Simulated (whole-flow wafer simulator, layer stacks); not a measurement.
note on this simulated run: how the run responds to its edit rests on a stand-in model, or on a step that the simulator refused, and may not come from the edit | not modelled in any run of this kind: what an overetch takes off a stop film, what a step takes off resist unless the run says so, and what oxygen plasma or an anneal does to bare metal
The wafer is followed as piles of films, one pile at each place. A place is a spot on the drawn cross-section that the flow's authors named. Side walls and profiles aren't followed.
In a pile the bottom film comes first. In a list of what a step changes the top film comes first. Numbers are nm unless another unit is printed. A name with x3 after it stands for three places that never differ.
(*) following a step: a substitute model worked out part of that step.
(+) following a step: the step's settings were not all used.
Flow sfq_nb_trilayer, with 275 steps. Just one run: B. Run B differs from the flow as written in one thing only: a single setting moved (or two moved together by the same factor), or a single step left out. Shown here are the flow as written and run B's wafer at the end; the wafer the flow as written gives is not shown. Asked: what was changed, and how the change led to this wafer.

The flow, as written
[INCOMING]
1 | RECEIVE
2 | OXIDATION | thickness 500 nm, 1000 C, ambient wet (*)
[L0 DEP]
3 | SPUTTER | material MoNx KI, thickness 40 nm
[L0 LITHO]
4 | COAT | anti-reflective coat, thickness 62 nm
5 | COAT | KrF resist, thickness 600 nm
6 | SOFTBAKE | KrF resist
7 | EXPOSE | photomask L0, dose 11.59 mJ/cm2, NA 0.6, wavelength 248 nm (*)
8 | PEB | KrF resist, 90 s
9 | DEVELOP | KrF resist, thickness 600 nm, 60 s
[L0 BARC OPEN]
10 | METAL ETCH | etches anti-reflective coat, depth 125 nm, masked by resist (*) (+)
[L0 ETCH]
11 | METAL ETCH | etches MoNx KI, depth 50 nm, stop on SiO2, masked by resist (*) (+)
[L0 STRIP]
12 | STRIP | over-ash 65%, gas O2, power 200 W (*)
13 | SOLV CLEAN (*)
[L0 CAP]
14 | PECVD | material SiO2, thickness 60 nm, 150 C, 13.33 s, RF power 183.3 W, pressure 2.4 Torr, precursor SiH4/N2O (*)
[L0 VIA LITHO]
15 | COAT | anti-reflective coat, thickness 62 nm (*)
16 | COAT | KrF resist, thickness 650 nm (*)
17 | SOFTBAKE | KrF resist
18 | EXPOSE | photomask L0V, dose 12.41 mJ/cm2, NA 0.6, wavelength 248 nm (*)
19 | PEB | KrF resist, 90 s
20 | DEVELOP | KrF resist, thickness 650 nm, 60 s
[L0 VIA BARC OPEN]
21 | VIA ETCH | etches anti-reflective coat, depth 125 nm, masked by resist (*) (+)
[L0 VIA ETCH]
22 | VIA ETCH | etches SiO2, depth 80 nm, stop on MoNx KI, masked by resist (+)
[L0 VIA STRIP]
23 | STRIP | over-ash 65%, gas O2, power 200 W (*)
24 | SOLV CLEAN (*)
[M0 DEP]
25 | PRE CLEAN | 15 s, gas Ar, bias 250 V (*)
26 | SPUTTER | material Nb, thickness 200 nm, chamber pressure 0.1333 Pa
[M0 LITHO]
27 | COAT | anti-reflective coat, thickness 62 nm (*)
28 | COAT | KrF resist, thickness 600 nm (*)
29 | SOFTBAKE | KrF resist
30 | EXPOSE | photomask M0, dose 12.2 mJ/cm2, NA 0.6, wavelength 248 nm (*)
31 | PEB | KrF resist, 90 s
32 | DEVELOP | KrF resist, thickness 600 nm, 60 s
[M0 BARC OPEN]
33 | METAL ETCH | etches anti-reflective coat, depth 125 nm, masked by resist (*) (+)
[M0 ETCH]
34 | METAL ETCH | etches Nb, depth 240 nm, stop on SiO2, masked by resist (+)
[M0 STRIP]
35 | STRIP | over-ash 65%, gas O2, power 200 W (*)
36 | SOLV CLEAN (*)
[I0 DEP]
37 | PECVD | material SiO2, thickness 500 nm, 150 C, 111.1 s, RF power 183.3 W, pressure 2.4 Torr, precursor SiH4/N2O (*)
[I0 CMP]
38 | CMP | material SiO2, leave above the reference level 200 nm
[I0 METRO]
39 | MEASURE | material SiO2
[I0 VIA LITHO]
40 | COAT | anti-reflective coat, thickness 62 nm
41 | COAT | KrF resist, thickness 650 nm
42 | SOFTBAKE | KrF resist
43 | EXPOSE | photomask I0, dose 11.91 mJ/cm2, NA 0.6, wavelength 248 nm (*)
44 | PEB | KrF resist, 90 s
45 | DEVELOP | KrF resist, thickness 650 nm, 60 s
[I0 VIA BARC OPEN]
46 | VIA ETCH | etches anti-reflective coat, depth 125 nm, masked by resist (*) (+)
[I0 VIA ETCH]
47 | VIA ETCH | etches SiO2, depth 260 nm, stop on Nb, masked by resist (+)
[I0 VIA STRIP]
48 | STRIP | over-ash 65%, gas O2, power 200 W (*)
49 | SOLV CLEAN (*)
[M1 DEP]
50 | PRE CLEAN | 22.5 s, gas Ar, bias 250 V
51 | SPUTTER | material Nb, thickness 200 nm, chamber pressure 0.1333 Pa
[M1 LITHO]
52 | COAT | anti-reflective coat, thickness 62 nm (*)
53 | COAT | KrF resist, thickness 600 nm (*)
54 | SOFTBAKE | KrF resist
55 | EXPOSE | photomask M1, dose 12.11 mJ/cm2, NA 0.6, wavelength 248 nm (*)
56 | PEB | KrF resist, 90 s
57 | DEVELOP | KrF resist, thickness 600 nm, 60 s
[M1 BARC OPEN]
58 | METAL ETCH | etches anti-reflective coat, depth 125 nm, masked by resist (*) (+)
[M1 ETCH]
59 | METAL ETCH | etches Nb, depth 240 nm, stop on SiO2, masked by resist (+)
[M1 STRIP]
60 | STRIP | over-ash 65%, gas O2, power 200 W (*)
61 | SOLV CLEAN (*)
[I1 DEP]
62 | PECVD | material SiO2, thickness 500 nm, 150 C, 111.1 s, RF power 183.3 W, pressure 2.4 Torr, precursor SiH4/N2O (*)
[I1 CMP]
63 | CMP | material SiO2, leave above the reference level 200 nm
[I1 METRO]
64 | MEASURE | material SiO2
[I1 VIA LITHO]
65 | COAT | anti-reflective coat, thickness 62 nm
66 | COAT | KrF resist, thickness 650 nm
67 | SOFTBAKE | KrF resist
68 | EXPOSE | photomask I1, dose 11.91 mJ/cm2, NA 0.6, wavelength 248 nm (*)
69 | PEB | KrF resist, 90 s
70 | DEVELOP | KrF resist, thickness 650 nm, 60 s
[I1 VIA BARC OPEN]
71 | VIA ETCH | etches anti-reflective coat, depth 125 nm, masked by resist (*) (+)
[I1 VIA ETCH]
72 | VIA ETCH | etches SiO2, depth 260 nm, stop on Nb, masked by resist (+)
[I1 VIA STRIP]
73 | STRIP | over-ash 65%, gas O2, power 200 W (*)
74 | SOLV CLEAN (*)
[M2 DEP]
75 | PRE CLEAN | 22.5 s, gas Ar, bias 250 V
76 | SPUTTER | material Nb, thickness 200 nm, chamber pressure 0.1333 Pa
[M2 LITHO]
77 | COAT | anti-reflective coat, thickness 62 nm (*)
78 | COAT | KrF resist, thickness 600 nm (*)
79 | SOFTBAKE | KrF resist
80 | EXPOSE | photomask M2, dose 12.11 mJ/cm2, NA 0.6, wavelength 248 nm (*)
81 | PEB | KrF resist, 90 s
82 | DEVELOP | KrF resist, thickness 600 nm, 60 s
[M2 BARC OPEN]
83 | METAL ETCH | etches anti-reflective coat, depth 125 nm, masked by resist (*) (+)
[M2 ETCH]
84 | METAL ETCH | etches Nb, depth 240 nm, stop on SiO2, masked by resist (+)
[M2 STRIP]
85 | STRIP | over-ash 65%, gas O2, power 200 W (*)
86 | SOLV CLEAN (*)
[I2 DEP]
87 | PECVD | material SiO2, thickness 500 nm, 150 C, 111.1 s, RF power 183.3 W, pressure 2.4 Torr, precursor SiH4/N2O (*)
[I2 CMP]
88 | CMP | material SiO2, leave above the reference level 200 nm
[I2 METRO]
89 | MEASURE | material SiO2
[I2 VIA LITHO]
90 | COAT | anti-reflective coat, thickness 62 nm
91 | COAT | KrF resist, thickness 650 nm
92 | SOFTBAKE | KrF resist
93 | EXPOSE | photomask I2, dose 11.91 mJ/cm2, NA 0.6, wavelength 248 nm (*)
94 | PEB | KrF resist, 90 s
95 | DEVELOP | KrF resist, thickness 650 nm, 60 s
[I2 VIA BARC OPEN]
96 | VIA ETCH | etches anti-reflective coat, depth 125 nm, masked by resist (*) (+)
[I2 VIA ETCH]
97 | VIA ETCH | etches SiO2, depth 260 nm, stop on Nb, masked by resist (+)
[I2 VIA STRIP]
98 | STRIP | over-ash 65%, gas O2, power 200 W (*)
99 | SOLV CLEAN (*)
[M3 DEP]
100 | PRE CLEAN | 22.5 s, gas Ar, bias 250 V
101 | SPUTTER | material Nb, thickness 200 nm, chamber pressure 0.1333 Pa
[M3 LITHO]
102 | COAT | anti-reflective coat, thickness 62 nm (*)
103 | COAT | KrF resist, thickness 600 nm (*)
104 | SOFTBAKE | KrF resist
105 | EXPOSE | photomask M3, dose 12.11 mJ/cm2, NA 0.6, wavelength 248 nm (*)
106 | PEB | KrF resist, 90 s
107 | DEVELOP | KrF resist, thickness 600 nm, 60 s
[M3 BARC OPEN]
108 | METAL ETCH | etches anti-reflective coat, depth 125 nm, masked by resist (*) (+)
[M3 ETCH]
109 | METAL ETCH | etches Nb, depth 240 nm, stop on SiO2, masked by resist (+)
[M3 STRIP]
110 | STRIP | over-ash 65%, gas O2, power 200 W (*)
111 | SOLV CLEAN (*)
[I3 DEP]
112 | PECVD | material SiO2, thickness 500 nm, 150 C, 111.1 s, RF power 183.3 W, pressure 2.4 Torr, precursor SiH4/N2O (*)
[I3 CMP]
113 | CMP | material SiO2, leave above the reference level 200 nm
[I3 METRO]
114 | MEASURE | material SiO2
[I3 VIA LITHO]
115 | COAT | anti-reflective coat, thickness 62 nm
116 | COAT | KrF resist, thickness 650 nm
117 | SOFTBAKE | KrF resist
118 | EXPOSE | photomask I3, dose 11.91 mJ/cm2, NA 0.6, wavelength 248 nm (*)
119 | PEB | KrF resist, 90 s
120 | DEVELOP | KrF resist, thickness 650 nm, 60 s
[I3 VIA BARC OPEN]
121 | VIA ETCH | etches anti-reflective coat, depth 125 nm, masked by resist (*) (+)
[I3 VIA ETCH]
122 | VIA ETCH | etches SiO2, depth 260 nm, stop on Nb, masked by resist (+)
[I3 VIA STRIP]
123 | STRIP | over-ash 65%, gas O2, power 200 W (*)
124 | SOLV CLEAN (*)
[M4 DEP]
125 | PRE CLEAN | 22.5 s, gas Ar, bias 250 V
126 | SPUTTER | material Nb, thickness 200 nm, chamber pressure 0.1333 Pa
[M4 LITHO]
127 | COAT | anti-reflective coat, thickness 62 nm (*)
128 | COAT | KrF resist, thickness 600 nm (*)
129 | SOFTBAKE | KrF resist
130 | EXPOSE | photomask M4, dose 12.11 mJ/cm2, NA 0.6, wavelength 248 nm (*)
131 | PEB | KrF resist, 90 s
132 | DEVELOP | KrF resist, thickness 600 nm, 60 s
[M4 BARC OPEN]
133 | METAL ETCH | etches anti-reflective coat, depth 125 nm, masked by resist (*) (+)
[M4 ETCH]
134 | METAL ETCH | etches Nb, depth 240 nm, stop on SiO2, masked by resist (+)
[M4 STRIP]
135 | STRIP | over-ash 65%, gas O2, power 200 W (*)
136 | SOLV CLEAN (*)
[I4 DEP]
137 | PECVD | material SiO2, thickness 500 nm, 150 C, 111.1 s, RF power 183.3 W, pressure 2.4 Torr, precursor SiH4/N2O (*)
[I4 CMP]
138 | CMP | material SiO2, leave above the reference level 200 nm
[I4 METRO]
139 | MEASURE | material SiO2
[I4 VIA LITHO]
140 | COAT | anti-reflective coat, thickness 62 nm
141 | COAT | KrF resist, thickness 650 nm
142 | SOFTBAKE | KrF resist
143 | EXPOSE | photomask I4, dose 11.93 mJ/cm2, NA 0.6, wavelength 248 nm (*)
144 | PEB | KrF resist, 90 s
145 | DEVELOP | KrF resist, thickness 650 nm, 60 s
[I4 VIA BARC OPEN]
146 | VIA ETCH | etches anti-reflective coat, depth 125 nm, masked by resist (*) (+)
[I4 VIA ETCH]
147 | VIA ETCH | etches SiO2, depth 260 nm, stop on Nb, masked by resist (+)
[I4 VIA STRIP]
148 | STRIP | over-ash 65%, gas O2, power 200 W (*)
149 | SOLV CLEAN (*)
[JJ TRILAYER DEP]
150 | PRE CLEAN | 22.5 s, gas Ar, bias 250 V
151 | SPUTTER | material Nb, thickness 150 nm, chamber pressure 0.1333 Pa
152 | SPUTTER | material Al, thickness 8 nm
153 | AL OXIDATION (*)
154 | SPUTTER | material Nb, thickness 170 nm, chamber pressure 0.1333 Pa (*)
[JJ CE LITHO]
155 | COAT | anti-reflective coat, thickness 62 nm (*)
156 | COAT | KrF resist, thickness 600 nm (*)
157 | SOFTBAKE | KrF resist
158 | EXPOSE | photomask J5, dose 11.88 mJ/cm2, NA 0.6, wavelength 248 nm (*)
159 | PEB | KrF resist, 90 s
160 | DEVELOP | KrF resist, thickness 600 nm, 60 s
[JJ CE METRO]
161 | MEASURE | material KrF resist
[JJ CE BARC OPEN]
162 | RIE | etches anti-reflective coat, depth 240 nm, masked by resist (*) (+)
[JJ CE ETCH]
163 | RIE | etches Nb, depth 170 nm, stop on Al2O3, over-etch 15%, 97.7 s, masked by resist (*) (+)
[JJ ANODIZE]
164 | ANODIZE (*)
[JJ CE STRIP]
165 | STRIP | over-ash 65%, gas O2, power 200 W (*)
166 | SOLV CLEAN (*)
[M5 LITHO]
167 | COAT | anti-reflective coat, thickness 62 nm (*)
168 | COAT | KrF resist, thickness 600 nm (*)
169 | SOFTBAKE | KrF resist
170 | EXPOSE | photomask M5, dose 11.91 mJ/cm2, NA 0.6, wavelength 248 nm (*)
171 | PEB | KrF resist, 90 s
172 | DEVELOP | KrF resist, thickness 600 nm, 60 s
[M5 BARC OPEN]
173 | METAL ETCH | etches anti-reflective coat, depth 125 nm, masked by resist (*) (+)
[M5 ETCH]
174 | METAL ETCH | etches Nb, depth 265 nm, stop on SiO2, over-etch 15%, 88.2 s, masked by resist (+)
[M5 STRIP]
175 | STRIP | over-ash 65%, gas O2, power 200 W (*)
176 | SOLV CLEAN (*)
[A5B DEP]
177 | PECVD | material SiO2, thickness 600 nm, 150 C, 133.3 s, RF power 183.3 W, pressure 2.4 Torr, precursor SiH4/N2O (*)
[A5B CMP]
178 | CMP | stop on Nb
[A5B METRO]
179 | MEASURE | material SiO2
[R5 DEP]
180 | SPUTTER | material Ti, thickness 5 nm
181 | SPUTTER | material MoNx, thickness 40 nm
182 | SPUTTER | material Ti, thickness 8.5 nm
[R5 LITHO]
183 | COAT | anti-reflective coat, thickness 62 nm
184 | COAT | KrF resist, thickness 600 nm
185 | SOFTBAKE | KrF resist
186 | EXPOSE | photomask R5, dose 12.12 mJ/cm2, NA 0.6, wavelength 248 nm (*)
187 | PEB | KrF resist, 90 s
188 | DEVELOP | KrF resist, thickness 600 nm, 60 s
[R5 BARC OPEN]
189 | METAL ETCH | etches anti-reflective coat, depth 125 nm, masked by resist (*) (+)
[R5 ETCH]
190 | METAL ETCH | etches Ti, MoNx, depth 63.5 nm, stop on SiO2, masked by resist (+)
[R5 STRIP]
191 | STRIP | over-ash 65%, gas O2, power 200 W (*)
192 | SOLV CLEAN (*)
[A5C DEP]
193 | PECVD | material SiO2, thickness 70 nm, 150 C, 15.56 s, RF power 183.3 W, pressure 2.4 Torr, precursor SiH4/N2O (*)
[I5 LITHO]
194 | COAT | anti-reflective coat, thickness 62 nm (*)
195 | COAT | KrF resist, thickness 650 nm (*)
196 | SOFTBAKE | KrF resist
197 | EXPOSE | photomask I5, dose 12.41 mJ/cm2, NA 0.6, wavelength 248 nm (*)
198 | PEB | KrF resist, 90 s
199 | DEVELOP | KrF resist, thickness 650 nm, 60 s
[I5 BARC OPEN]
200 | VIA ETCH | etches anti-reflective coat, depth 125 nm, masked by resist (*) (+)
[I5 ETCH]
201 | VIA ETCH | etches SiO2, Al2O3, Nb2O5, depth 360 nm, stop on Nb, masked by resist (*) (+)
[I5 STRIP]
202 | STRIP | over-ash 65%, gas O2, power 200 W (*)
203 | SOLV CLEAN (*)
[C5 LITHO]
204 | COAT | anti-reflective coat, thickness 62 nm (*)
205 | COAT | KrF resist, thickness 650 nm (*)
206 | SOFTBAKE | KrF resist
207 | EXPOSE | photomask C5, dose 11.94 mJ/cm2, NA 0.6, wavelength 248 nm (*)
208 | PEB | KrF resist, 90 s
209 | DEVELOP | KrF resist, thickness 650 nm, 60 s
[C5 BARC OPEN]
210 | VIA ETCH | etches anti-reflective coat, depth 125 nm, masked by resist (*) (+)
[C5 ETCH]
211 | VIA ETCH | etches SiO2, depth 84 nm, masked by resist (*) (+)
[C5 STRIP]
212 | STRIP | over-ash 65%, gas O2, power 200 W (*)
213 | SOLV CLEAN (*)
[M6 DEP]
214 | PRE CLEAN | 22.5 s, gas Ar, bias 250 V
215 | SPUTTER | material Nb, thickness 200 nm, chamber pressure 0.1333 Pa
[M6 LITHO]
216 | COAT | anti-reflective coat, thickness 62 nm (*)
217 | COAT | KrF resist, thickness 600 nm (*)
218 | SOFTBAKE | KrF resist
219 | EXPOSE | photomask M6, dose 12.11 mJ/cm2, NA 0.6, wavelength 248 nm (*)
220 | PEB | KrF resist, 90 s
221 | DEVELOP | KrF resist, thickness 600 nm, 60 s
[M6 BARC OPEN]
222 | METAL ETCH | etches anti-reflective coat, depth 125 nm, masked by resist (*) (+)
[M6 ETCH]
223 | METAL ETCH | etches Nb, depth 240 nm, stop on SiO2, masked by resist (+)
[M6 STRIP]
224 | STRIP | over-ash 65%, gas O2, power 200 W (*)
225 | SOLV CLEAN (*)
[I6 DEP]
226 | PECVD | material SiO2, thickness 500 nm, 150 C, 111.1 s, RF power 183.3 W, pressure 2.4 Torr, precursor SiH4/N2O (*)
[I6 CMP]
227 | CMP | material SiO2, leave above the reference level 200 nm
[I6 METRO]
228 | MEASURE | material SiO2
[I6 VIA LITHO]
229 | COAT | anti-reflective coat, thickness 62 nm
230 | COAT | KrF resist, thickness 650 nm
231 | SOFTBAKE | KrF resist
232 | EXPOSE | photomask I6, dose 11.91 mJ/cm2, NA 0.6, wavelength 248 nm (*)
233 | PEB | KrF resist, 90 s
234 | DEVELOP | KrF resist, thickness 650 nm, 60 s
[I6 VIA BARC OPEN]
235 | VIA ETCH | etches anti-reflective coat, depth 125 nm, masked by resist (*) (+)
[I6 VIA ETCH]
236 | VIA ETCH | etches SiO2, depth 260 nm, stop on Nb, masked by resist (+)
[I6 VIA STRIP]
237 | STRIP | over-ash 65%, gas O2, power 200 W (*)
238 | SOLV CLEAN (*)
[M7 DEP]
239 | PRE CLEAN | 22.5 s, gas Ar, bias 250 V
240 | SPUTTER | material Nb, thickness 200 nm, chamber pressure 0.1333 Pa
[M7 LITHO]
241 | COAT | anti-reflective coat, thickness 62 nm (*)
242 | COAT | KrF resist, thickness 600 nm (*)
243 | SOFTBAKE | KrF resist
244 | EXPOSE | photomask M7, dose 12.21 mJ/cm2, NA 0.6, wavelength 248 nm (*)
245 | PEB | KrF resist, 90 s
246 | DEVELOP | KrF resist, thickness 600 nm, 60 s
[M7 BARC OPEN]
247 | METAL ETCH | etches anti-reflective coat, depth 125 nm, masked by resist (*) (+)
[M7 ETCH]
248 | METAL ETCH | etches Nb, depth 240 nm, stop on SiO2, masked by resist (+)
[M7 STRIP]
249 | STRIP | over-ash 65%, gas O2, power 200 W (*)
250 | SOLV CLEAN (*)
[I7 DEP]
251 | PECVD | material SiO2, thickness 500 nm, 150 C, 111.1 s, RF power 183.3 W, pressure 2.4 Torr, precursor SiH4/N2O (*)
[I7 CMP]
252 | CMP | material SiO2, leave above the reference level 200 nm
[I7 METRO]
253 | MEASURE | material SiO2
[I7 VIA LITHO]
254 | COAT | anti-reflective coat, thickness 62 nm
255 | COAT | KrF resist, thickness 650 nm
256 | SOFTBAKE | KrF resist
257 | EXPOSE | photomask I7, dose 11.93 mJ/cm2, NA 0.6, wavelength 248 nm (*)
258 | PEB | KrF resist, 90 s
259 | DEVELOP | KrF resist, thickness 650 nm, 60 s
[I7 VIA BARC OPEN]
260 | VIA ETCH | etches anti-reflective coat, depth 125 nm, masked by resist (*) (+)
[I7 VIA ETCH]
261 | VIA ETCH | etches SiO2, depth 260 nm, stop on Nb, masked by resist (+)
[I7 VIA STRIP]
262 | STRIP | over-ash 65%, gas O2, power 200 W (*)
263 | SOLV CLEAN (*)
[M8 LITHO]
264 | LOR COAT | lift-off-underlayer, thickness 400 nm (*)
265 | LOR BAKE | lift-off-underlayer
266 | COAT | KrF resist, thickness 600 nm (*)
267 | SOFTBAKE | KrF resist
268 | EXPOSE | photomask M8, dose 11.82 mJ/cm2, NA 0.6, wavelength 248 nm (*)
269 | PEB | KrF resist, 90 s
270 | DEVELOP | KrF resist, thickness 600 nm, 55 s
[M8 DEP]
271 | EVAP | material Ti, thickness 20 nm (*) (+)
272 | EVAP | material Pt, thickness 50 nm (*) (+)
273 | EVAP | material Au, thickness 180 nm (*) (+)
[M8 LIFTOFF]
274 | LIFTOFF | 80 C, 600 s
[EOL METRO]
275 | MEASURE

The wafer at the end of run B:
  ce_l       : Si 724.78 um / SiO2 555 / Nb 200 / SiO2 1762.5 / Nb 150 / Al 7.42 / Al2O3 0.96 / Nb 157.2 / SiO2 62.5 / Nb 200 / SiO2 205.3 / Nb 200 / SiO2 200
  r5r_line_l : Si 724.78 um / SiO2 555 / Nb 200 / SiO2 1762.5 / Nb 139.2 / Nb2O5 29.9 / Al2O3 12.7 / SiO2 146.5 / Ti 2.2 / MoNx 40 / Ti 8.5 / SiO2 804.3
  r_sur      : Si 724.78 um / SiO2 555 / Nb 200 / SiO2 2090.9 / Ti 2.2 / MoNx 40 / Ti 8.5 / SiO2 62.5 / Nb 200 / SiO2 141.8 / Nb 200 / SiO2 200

The reason: step 180, SPUTTER: thickness 2.2 nm was run, whereas the flow has thickness 5 nm.
The wafer itself shows it: r5r_line_l has Ti 2.2, and step 180 as written asks for 5 nm.

Step by step, how the change led to this:
  180 | SPUTTER | material Ti, thickness 5 nm
      field_l, v_sur, via_wl and 103 more: +2.2 Ti (new film) (as written it would have been: +5 Ti (new film))
  190 | METAL ETCH | etches Ti, MoNx, depth 63.5 nm, stop on SiO2, masked by resist (+)
      field_l, v_sur, via_wl and 92 more: -8.5 Ti (all of it), -40 MoNx (all of it), -2.2 Ti (all of it) (as written it would have been: -8.5 Ti (all of it), -40 MoNx (all of it), -5 Ti (all of it))
      ce_l, c5j, ce_r, wl_jj: -8.5 Ti (all of it), -40 MoNx (all of it), -2.2 Ti (all of it), -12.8 Nb (as written it would have been: -8.5 Ti (all of it), -40 MoNx (all of it), -5 Ti (all of it), -10 Nb)
  216 | COAT | anti-reflective coat, thickness 62 nm (*)
      sp_r: +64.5 anti-reflective coat (new film) (as written it would have been: +65.9 anti-reflective coat (new film))
  224 | STRIP | over-ash 65%, gas O2, power 200 W (*)
      sp_r: -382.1 KrF resist (all of it), -64.5 anti-reflective coat (all of it) (as written it would have been: -382 KrF resist (all of it), -65.9 anti-reflective coat (all of it))
